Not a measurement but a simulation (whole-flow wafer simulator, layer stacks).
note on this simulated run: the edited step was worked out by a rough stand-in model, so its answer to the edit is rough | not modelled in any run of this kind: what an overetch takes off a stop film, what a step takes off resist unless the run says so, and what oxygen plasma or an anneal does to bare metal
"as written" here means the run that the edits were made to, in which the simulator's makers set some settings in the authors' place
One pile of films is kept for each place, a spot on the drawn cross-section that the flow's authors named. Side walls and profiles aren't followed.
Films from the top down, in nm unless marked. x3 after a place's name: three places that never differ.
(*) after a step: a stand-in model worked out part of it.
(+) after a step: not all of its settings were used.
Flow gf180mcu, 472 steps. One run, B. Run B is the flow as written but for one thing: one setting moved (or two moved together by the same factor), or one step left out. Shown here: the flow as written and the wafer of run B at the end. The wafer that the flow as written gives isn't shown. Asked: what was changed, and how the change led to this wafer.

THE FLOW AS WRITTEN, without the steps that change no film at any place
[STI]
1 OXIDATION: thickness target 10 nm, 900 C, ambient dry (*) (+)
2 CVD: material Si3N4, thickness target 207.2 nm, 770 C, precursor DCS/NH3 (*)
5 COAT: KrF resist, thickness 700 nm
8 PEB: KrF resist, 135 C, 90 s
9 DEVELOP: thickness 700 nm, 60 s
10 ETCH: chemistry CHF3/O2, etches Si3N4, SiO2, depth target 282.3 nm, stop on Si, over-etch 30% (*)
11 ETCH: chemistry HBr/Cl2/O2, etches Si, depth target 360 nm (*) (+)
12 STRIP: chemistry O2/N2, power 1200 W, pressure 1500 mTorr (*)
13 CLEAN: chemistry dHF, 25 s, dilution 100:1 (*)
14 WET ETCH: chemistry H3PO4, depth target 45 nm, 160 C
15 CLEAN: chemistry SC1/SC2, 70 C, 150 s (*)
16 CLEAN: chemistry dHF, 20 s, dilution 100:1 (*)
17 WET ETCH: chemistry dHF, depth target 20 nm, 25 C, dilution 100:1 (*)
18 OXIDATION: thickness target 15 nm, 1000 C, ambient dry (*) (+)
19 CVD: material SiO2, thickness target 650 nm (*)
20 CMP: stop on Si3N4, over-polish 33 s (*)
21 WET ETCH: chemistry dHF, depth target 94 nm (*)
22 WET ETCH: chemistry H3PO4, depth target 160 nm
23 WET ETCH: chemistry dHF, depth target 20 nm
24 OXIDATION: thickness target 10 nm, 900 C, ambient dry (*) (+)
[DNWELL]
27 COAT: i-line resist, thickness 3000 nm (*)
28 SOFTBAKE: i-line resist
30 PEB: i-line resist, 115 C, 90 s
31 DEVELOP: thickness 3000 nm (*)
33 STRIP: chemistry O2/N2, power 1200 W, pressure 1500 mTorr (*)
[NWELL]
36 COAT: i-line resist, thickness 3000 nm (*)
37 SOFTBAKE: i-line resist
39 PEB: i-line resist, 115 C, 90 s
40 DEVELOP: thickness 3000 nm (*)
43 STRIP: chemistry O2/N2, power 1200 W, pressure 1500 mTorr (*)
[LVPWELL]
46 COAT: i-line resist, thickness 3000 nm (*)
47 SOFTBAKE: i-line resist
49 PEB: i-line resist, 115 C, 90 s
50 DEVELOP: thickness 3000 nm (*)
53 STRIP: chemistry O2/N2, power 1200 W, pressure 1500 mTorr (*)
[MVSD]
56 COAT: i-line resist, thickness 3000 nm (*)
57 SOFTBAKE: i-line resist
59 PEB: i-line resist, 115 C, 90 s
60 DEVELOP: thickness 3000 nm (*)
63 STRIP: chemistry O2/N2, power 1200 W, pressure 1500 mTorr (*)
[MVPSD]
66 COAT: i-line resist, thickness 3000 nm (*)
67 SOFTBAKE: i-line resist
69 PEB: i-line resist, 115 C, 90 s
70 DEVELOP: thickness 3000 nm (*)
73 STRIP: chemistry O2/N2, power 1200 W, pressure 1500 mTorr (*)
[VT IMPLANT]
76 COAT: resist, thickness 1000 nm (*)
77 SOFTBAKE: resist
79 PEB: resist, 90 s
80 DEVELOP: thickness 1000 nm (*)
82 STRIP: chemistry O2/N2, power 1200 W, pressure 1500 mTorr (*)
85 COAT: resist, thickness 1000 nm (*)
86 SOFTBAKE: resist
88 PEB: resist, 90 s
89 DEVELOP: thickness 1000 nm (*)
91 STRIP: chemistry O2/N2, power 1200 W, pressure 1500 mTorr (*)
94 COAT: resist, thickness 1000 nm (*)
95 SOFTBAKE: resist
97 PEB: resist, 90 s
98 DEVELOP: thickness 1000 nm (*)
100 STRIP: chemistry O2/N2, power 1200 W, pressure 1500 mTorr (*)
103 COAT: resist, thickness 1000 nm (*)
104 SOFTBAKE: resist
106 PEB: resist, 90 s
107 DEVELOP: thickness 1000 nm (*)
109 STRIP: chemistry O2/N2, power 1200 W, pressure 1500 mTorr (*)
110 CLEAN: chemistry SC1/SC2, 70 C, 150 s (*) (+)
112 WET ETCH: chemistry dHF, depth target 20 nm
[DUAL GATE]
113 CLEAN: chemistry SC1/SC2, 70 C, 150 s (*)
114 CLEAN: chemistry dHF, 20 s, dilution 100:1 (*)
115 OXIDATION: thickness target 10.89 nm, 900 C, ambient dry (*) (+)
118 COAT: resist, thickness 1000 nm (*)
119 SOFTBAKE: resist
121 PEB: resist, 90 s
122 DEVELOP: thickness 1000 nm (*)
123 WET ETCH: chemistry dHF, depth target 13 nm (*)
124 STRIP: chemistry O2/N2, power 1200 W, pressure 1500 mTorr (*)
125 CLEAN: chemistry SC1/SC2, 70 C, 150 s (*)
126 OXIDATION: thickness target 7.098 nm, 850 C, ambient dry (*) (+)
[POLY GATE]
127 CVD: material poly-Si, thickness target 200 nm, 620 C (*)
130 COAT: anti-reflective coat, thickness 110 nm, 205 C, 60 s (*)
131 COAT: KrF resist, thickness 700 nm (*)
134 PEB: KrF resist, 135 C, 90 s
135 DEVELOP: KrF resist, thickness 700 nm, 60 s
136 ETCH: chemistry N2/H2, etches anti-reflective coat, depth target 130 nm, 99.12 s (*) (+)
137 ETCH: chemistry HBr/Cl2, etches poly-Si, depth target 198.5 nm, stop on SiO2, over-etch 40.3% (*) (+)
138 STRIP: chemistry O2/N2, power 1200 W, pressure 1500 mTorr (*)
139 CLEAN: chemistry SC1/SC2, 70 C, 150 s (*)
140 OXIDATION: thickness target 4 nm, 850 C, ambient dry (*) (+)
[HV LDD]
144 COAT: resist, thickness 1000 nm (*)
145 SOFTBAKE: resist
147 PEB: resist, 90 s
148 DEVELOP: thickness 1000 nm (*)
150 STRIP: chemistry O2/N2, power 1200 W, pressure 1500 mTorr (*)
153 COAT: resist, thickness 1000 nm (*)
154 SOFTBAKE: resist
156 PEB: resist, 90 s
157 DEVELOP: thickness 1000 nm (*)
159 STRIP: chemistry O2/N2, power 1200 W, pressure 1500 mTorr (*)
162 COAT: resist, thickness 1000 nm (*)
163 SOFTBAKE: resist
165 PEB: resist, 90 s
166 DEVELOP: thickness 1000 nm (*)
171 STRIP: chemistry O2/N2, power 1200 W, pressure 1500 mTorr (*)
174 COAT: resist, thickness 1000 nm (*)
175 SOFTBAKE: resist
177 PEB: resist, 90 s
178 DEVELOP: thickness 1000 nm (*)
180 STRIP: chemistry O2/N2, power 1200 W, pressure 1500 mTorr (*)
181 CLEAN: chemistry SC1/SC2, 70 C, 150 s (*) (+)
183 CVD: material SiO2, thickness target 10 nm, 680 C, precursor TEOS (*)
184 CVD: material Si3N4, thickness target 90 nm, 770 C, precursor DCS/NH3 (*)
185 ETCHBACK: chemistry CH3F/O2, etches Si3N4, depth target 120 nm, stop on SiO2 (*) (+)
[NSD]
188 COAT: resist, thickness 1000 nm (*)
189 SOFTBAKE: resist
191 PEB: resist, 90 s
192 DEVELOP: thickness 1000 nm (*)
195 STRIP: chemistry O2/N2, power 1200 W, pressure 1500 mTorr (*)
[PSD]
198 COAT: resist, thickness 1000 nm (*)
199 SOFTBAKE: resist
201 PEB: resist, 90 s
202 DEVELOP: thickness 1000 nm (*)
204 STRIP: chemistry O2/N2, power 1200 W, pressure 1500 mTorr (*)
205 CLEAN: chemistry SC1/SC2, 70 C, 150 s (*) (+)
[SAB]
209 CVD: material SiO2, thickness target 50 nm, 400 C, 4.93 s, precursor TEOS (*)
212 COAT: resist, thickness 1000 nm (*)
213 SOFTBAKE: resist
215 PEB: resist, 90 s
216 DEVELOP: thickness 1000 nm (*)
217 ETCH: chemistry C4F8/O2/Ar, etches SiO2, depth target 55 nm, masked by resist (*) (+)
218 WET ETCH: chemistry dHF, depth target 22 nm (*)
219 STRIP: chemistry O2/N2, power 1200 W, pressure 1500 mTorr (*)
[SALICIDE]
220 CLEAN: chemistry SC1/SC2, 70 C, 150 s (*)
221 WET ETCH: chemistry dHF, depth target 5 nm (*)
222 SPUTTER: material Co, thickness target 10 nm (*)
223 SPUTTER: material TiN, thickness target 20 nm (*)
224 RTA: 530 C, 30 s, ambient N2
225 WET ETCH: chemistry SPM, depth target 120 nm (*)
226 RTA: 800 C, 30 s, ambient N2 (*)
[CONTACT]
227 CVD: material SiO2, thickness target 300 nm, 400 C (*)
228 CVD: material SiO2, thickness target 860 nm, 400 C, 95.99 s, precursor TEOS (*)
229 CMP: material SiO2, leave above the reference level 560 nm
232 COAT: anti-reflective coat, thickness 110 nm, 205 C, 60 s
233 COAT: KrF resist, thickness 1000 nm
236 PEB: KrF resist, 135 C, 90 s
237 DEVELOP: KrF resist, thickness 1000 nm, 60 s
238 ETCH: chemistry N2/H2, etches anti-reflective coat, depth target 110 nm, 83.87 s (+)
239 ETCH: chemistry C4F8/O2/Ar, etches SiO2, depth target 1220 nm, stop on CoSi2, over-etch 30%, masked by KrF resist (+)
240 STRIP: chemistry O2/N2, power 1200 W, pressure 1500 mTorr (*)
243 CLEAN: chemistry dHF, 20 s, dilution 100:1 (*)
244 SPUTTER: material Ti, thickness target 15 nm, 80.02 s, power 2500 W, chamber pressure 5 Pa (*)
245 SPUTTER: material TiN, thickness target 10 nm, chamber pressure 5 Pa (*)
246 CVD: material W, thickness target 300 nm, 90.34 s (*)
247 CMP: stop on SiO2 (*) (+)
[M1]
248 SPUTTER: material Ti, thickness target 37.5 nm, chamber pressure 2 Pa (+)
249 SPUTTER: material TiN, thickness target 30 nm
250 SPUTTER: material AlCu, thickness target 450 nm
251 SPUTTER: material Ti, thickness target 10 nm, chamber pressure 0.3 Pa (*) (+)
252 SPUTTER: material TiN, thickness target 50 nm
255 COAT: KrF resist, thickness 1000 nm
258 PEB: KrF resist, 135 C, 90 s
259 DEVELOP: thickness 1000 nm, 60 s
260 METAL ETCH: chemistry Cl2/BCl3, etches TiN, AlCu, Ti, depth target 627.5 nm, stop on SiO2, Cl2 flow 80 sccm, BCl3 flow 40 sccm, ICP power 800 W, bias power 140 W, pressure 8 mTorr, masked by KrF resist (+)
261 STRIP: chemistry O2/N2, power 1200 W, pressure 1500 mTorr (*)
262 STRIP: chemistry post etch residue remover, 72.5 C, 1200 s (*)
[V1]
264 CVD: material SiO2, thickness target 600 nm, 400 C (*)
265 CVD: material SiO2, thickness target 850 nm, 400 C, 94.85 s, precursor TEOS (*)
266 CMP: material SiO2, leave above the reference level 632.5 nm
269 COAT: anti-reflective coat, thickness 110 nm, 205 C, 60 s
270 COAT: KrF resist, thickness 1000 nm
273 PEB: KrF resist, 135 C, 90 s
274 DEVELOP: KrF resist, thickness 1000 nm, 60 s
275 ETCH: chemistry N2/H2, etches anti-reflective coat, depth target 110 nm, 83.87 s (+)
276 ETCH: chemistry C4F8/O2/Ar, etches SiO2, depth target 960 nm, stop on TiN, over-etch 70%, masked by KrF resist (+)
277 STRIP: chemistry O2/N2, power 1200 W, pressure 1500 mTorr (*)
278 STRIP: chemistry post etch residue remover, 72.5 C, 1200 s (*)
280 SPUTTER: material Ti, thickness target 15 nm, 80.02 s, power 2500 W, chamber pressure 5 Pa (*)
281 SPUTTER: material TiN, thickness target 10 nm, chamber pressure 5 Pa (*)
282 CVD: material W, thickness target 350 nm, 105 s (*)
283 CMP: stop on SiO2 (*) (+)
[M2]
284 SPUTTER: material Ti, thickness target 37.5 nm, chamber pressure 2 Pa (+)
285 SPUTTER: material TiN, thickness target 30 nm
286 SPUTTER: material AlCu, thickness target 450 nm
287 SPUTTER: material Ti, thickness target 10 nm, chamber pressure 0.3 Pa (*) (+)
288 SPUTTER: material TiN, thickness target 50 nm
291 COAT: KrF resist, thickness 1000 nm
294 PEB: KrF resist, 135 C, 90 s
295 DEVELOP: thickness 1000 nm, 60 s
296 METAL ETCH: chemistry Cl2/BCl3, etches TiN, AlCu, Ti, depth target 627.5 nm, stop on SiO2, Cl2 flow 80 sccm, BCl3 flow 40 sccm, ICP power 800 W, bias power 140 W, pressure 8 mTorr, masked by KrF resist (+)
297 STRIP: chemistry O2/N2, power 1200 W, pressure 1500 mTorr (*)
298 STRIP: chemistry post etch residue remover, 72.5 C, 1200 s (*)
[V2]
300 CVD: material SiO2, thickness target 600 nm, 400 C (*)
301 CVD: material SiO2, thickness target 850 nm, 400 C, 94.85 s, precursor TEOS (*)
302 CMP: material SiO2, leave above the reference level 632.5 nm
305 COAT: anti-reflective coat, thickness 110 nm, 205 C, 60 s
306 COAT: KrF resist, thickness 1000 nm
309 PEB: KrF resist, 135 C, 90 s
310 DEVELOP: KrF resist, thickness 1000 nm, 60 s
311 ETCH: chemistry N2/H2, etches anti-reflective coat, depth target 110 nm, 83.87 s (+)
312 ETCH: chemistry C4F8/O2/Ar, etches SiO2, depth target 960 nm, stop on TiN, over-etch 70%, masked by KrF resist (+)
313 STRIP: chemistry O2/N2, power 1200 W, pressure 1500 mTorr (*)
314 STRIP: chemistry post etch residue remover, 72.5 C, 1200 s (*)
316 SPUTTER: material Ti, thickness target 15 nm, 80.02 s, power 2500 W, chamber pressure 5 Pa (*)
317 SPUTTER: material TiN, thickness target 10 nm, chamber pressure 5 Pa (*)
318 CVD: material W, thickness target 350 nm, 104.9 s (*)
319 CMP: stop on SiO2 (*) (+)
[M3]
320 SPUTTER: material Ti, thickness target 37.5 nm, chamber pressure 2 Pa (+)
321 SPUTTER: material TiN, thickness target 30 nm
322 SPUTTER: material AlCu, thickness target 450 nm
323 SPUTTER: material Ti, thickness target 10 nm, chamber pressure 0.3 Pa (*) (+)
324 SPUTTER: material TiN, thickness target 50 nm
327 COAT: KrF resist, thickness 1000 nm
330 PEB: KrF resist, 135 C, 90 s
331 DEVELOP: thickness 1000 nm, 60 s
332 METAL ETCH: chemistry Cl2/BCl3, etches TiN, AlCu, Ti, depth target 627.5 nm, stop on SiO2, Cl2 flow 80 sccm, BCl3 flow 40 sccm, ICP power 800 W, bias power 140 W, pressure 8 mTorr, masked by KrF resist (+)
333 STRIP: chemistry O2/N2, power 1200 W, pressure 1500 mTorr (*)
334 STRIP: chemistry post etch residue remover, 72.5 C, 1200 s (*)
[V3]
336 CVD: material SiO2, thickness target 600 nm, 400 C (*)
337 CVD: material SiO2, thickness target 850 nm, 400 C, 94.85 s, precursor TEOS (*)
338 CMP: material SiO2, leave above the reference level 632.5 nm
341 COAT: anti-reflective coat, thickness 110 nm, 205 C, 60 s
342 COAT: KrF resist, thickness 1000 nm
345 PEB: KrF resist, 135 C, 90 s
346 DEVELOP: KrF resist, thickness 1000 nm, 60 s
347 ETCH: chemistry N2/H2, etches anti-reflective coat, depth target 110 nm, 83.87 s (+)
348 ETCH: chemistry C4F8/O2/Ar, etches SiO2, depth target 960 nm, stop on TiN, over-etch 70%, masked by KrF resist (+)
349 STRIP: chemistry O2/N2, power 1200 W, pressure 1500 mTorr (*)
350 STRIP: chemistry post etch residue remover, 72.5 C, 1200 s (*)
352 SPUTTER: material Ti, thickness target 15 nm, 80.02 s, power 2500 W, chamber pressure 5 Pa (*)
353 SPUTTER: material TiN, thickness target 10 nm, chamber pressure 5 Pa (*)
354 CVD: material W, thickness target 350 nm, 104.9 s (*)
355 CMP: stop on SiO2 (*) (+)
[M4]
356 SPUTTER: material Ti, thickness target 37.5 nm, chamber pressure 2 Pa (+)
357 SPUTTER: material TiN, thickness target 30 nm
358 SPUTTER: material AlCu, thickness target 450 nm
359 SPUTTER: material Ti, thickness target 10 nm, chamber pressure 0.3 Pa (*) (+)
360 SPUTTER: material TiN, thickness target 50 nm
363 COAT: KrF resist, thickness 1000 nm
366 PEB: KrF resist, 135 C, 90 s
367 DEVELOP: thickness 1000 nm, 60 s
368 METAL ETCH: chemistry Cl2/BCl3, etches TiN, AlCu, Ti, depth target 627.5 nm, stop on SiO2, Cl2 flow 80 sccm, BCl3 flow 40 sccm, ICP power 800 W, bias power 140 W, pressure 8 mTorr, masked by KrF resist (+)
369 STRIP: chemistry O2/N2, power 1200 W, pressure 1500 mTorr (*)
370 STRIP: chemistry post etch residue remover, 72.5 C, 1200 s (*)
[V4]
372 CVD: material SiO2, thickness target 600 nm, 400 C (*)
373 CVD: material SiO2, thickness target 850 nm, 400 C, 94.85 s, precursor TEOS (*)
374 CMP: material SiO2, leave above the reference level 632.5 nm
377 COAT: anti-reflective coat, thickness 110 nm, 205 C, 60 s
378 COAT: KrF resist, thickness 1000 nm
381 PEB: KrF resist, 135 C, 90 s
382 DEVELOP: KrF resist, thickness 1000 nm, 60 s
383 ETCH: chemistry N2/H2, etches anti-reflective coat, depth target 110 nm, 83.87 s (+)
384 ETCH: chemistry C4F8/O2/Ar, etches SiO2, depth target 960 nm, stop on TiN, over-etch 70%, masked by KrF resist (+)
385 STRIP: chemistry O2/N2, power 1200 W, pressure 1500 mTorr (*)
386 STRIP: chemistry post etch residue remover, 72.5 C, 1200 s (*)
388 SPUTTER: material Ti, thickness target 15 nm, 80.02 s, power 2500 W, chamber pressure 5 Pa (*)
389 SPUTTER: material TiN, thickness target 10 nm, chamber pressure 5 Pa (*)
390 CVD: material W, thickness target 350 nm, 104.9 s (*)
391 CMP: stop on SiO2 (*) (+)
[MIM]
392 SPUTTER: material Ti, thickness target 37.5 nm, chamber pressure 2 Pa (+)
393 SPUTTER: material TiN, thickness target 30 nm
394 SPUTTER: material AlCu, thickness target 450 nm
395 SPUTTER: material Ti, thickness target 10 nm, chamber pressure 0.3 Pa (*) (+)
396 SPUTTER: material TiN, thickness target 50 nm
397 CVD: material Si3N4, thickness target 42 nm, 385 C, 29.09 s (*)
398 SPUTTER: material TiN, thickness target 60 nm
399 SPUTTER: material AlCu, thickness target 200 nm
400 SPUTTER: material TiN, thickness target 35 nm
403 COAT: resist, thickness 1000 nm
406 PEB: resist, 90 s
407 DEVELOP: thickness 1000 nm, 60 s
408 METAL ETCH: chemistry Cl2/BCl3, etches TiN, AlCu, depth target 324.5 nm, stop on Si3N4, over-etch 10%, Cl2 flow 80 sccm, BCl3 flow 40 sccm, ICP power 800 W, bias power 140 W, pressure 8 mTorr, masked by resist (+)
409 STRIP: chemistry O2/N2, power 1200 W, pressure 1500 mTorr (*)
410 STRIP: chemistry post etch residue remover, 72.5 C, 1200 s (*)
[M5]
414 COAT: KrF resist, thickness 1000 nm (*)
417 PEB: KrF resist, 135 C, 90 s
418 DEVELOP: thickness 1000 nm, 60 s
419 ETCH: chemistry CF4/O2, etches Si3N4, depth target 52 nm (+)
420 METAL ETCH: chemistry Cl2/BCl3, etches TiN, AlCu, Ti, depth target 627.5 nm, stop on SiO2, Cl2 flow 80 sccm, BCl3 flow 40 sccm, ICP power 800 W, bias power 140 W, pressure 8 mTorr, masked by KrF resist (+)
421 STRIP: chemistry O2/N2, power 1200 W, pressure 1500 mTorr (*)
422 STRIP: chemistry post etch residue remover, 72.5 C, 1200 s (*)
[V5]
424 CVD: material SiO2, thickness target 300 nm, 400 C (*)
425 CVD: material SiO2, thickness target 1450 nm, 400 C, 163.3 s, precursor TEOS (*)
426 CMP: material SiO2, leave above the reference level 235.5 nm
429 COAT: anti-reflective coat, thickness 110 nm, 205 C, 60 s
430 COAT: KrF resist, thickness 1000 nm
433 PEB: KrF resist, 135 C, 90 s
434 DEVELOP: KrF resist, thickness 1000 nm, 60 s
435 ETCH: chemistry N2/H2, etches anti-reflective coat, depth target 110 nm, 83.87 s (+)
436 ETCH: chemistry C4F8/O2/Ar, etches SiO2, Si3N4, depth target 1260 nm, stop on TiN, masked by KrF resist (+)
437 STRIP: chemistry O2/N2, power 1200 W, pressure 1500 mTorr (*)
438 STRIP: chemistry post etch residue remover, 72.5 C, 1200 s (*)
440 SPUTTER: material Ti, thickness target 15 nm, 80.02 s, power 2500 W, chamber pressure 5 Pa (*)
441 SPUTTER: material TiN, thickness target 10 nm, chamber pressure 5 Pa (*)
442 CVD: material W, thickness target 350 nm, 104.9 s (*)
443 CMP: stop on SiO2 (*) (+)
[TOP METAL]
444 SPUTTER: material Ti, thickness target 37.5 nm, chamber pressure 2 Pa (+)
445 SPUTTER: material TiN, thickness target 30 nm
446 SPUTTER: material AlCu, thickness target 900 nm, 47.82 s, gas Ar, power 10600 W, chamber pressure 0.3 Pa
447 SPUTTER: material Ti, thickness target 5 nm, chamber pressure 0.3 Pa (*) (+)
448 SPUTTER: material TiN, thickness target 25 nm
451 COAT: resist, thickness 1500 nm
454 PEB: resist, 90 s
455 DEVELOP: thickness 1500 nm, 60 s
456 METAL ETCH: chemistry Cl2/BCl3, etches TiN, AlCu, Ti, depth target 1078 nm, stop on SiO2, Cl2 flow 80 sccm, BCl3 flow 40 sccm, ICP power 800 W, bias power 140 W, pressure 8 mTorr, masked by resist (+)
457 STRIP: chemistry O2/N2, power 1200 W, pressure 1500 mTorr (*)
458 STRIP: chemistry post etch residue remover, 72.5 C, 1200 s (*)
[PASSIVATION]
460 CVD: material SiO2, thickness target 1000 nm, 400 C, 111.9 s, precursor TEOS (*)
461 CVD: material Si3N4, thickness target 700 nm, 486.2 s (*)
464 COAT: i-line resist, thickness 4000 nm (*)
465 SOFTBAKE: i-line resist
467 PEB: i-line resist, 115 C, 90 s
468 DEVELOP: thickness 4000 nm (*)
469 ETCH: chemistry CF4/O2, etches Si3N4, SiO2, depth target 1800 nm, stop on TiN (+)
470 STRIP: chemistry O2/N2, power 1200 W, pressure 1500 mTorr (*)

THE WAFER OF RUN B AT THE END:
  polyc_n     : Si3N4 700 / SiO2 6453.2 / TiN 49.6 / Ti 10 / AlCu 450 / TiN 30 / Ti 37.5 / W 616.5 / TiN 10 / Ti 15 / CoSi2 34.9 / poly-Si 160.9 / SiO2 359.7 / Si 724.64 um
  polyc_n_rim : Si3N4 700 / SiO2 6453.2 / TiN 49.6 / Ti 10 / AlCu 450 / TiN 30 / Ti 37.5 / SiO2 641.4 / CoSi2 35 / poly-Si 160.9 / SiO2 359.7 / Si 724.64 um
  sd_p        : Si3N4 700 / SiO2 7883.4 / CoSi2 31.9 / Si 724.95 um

The cause: step 123, WET ETCH: depth target 21 nm was run, where the flow has depth target 13 nm.

How the change led to this, step by step:
  123 WET ETCH: chemistry dHF, depth target 13 nm (*)
      field, field__w3, field__w12 and 20 more: SiO2 -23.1 (as written it would be: SiO2 -14.3)
  130 COAT: anti-reflective coat, thickness 110 nm, 205 C, 60 s (*)
      p_well, spacer, sd_n: anti-reflective coat +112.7 (new film) (as written it would be: anti-reflective coat +121 (new film))
      gate, sd_p: anti-reflective coat +113.7 (new film) (as written it would be: anti-reflective coat +117 (new film))
      (and at 27 more places)
  136 ETCH: chemistry N2/H2, etches anti-reflective coat, depth target 130 nm, 99.12 s (*) (+)
      p_well, spacer, sd_n: anti-reflective coat -112.7 (all of it), poly-Si -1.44 (as written it would be: anti-reflective coat -121 (all of it), poly-Si -1.23)
      field__w1: anti-reflective coat -97.6 (all of it), poly-Si -1.83 (as written it would be: anti-reflective coat -99.6 (all of it), poly-Si -1.78)
      (and at 25 more places)
  138 STRIP: chemistry O2/N2, power 1200 W, pressure 1500 mTorr (*)
      gate: chemical SiO2 +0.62 (new film), KrF resist -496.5 (all of it), anti-reflective coat -113.7 (all of it), poly-Si -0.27 (as written it would be: chemical SiO2 +0.62 (new film), KrF resist -496.5 (all of it), anti-reflective coat -117 (all of it), poly-Si -0.27)
      gate_p: chemical SiO2 +0.62 (new film), KrF resist -496.2 (all of it), anti-reflective coat -113.9 (all of it), poly-Si -0.27 (as written it would be: chemical SiO2 +0.62 (new film), KrF resist -496.2 (all of it), anti-reflective coat -117 (all of it), poly-Si -0.27)
      (and at 1 more place)
  145 SOFTBAKE: resist
      field: resist +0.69 (as written it would be: nothing)
  154 SOFTBAKE: resist
      field: resist +0.69 (as written it would be: nothing)
  163 SOFTBAKE: resist
      field: resist +0.69 (as written it would be: nothing)
  175 SOFTBAKE: resist
      field: resist +0.69 (as written it would be: nothing)
  189 SOFTBAKE: resist
      nw_enc_fld_lv__w3: resist -0.52 (as written it would be: resist +0.35)
  199 SOFTBAKE: resist
      nw_enc_fld_lv__w3: resist -0.52 (as written it would be: resist +0.35)
  223 SPUTTER: material TiN, thickness target 20 nm (*)
      field__w12: TiN +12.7 (new film) (as written it would be: TiN +12 (new film))
  225 WET ETCH: chemistry SPM, depth target 120 nm (*)
      field__w12: TiN -12.7 (all of it), Co -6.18 (all of it) (as written it would be: TiN -12 (all of it), Co -6.15 (all of it))
  229 CMP: material SiO2, leave above the reference level 560 nm
      sti, mim_1p0, pad, dice_street, iso_nw_fld, iso_fld_sub: SiO2 -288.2 (as written it would be: SiO2 -297)
      field__w7, field__w8, field__w11: SiO2 -278 (as written it would be: SiO2 -286.8)
      (and at 18 more places)
